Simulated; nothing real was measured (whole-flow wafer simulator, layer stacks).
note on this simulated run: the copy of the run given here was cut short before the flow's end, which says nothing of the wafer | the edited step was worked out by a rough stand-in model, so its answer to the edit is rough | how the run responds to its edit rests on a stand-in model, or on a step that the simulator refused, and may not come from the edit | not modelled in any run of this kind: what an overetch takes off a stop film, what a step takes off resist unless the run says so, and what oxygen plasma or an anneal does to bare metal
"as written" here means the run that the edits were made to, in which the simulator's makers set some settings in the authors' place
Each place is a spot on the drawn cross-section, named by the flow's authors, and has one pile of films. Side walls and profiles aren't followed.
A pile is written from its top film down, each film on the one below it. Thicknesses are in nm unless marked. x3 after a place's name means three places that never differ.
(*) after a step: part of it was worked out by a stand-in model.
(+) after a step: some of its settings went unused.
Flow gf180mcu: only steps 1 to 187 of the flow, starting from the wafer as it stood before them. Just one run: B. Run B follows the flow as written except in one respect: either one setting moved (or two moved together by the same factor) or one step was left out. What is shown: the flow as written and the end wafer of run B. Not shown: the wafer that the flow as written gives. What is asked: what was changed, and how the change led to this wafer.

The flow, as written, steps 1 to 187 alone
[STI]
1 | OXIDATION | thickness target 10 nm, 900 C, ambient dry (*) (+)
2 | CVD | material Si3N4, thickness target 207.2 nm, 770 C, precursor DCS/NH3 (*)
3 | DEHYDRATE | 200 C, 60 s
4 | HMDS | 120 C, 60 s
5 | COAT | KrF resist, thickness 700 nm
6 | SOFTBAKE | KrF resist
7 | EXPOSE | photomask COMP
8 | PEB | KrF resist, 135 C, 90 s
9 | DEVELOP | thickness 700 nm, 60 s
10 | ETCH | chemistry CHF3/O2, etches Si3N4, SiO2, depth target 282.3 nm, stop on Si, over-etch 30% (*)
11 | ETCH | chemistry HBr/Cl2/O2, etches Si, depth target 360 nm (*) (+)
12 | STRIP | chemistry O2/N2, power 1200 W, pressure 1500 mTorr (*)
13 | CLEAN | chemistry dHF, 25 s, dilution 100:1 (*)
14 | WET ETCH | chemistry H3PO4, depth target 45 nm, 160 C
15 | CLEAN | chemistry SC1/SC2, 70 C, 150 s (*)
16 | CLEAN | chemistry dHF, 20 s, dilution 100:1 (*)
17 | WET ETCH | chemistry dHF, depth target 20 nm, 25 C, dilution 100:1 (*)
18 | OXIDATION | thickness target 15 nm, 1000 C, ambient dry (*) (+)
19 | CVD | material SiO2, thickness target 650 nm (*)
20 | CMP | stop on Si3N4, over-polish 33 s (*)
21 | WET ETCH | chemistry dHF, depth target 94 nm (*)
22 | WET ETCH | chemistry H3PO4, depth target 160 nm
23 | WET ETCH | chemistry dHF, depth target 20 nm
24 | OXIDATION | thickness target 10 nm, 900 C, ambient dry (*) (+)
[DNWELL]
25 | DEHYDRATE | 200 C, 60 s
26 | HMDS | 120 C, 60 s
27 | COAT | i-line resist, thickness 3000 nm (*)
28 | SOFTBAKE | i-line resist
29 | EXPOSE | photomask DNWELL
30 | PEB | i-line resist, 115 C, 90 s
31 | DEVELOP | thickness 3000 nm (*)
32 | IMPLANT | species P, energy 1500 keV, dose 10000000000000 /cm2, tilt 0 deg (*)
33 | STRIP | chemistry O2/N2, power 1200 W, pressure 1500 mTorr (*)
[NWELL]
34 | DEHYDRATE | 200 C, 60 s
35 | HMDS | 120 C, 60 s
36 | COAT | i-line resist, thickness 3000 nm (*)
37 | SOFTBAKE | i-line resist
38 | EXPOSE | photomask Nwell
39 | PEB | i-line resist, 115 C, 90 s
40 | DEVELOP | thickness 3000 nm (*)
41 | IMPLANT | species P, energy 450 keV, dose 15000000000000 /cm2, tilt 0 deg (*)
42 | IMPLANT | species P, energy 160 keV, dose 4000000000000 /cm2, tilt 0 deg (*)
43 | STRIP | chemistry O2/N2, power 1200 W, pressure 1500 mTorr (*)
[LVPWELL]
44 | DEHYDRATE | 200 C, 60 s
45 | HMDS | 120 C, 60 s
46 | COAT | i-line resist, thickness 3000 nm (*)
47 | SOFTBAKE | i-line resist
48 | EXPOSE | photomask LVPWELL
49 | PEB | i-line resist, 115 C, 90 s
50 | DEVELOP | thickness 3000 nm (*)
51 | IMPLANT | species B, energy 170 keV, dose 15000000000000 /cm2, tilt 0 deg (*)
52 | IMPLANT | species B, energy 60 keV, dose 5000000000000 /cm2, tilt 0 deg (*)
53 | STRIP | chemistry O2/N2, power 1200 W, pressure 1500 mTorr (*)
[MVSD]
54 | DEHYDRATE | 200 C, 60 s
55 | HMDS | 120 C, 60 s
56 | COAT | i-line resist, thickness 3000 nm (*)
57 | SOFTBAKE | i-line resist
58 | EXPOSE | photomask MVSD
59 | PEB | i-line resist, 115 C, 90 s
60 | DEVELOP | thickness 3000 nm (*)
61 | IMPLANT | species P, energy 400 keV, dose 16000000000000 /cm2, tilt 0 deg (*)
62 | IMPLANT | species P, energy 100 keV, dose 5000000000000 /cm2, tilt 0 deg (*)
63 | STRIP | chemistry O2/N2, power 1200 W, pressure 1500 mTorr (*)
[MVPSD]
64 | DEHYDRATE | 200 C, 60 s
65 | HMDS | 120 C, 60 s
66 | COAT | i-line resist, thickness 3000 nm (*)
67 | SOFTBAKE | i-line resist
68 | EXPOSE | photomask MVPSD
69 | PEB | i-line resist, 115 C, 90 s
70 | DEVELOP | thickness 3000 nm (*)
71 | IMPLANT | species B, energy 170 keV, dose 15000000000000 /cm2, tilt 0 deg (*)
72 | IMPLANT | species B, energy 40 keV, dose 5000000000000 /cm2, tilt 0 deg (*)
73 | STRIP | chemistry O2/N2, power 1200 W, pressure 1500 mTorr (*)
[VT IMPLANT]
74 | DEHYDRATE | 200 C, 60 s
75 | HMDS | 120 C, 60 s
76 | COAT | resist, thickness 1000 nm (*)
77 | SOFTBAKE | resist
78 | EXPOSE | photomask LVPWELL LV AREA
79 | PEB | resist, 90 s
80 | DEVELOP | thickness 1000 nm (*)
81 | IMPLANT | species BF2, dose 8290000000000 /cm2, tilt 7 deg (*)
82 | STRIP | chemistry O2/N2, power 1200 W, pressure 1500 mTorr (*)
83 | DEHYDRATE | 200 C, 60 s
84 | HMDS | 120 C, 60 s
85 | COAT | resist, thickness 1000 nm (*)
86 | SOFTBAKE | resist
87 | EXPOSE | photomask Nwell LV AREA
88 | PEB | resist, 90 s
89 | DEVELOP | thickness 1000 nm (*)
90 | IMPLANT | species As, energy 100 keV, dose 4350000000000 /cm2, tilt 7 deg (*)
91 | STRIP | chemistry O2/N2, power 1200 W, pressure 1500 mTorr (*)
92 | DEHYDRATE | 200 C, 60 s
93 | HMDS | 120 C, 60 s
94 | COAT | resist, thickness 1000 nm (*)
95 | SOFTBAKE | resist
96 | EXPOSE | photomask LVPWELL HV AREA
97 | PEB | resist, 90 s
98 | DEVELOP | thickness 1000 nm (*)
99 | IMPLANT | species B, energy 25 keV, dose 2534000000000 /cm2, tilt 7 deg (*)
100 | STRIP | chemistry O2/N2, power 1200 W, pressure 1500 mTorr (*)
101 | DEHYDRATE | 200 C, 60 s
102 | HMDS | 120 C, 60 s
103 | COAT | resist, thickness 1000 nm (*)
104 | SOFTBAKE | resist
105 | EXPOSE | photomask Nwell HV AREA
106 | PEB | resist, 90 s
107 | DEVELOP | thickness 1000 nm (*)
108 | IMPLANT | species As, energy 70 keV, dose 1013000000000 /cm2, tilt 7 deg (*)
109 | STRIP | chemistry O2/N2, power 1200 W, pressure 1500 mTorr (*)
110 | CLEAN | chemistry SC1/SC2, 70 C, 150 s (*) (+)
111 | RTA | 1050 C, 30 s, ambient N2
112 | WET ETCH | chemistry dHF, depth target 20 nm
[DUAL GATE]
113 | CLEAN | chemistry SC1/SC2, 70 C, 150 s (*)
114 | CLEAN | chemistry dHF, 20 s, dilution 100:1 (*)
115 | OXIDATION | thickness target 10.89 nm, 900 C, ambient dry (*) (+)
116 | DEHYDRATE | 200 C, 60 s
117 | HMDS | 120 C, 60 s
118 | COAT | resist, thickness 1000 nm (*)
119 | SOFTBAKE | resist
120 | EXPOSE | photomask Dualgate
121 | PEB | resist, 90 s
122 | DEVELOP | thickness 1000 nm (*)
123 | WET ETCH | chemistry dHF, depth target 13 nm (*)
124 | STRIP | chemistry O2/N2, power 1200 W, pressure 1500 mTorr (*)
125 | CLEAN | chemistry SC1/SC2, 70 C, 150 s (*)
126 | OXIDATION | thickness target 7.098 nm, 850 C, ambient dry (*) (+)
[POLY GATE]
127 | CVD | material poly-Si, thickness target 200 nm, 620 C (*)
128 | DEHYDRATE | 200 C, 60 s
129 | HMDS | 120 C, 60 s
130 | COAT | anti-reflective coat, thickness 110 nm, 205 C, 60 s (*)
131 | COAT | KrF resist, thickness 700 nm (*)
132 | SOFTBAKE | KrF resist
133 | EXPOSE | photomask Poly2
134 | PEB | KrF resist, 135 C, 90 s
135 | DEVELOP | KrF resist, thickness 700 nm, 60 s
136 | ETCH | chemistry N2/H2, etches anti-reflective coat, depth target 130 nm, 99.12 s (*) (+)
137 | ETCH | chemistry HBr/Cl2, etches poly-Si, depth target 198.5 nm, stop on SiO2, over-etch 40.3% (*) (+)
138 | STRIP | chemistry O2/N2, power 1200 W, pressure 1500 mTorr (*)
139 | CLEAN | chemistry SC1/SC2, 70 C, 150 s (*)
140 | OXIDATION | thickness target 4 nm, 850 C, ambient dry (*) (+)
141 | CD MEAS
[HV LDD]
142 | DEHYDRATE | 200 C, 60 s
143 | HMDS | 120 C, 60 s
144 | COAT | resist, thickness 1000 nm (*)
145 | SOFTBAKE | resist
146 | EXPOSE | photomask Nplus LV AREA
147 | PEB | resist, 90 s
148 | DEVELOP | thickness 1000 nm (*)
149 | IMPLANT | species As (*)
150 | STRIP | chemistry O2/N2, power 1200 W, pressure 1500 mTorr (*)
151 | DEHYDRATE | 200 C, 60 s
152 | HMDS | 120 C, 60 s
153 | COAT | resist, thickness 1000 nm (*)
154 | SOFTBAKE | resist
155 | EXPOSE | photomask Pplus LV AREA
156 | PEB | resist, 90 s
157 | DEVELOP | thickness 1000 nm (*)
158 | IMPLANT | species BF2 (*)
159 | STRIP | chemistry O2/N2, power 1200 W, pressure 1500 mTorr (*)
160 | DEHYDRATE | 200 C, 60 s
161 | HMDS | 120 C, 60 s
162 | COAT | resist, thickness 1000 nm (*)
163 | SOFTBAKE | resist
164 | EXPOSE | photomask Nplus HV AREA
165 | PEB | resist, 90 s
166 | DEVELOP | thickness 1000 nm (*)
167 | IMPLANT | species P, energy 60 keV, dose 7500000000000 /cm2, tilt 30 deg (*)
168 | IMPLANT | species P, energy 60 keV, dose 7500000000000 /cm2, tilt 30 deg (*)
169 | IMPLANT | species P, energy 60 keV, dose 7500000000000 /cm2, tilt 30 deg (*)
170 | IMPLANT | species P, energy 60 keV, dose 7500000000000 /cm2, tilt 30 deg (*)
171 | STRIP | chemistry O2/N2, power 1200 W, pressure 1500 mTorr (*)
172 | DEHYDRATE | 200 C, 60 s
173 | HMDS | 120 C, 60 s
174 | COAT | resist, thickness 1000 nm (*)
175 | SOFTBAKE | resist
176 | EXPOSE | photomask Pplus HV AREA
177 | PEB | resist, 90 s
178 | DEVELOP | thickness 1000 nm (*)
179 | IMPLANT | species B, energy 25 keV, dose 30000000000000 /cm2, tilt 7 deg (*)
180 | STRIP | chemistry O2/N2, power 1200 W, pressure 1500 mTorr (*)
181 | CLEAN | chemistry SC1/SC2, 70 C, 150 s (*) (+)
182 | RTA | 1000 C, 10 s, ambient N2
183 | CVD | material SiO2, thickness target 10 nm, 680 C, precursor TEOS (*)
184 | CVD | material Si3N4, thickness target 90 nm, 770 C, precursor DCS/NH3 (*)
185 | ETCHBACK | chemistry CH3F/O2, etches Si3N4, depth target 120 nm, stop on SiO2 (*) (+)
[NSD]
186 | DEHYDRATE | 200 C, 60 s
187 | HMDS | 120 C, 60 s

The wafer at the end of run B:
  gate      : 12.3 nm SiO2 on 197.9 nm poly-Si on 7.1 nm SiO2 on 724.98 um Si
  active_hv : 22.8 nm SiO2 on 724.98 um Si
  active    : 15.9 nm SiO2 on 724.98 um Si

Cause: step 184, CVD: thickness target 104 nm was run, while the flow as written has thickness target 90 nm.

The path from the change to this, step by step:
  184 | CVD | material Si3N4, thickness target 90 nm, 770 C, precursor DCS/NH3 (*)
      field, field__w1, field__w2 and 101 more: Si3N4 gains 104 (new film) (it would be, as written: Si3N4 gains 90 (new film))
  185 | ETCHBACK | chemistry CH3F/O2, etches Si3N4, depth target 120 nm, stop on SiO2 (*) (+)
      field, field__w1, field__w2 and 100 more: Si3N4 loses 104 (all of it), SiO2 loses 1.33 (it would be, as written: Si3N4 loses 90 (all of it), SiO2 loses 2.5)
